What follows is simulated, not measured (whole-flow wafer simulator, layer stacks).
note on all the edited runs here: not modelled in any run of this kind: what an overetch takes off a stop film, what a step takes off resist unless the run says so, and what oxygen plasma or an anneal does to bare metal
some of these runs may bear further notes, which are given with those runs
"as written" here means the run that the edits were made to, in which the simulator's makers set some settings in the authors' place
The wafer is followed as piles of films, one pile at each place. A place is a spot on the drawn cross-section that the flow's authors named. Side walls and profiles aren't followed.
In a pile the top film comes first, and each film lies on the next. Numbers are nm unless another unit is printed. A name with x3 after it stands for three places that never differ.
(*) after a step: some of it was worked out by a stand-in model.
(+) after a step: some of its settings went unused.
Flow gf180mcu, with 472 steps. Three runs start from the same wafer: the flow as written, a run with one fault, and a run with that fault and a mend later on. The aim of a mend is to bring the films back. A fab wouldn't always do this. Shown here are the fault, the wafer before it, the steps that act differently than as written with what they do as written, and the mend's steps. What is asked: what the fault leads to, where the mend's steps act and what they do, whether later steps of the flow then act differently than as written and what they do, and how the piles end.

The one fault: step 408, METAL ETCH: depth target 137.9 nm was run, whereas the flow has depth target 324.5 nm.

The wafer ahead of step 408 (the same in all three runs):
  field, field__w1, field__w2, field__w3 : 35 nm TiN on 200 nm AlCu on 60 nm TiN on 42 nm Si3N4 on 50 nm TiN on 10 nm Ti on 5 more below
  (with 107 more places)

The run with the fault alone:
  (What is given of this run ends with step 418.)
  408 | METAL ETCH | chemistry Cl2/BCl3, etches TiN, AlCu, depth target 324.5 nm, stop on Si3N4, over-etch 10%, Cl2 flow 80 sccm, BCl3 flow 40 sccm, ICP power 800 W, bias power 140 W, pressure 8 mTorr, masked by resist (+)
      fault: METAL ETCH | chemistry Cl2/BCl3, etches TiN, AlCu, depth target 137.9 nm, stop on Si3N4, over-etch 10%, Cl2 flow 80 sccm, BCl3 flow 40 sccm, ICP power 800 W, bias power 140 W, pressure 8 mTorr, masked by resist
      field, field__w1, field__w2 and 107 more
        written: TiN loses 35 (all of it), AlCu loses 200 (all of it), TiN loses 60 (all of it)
        fault: TiN loses 35 (all of it), AlCu loses 102.9
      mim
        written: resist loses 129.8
        fault: resist loses 55.2
  Steps later in the flow that act otherwise than as written:
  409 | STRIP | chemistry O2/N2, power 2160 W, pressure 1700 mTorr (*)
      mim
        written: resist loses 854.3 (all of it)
        fault: resist loses 929 (all of it)
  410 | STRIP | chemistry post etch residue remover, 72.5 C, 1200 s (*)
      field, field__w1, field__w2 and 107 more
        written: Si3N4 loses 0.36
        fault: AlCu loses 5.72
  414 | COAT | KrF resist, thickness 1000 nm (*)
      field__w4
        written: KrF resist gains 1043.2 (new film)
        fault: KrF resist gains 1019.2 (new film)
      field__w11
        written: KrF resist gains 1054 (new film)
        fault: KrF resist gains 1023.7 (new film)
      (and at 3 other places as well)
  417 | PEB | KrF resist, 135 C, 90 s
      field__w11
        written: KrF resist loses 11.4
        fault: KrF resist loses 10.8
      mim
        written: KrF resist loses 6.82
        fault: KrF resist loses 8.7
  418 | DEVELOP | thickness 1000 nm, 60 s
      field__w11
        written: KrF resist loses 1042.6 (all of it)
        fault: KrF resist loses 1012.9 (all of it)
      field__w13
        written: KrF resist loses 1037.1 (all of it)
        fault: KrF resist loses 1010.5 (all of it)
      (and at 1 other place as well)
  Once step 418 is done, the piles at field, field__w1, field__w2 and 109 more depart from the flow's by more than 2% or 0.5 nm, whichever is larger.
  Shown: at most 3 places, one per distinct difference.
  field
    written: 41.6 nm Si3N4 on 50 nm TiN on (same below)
    fault: 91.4 nm AlCu on 60 nm TiN on 42 nm Si3N4 on 50 nm TiN on (same below)
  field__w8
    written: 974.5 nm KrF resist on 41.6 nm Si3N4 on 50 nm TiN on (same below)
    fault: 974.5 nm KrF resist on 91.4 nm AlCu on 60 nm TiN on 42 nm Si3N4 on 50 nm TiN on (same below)
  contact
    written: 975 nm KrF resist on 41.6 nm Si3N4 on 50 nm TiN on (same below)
    fault: 974.7 nm KrF resist on 91.4 nm AlCu on 60 nm TiN on 42 nm Si3N4 on 50 nm TiN on (same below)

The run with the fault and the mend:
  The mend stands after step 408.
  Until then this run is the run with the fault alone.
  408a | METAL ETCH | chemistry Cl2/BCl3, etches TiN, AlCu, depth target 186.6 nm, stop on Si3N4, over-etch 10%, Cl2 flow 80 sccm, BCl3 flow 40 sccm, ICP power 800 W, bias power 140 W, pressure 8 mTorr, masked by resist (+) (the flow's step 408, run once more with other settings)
      field, field__w1, field__w2 and 107 more
        AlCu loses 97.1 (all of it), TiN loses 60 (all of it)
      mim
        resist loses 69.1
  None of the later steps of the flow differs from how it acts as written, at any place that is followed, by more than 2% or 0.5 nm, whichever is larger.
  The piles end the same as the flow's at every place that both follow.
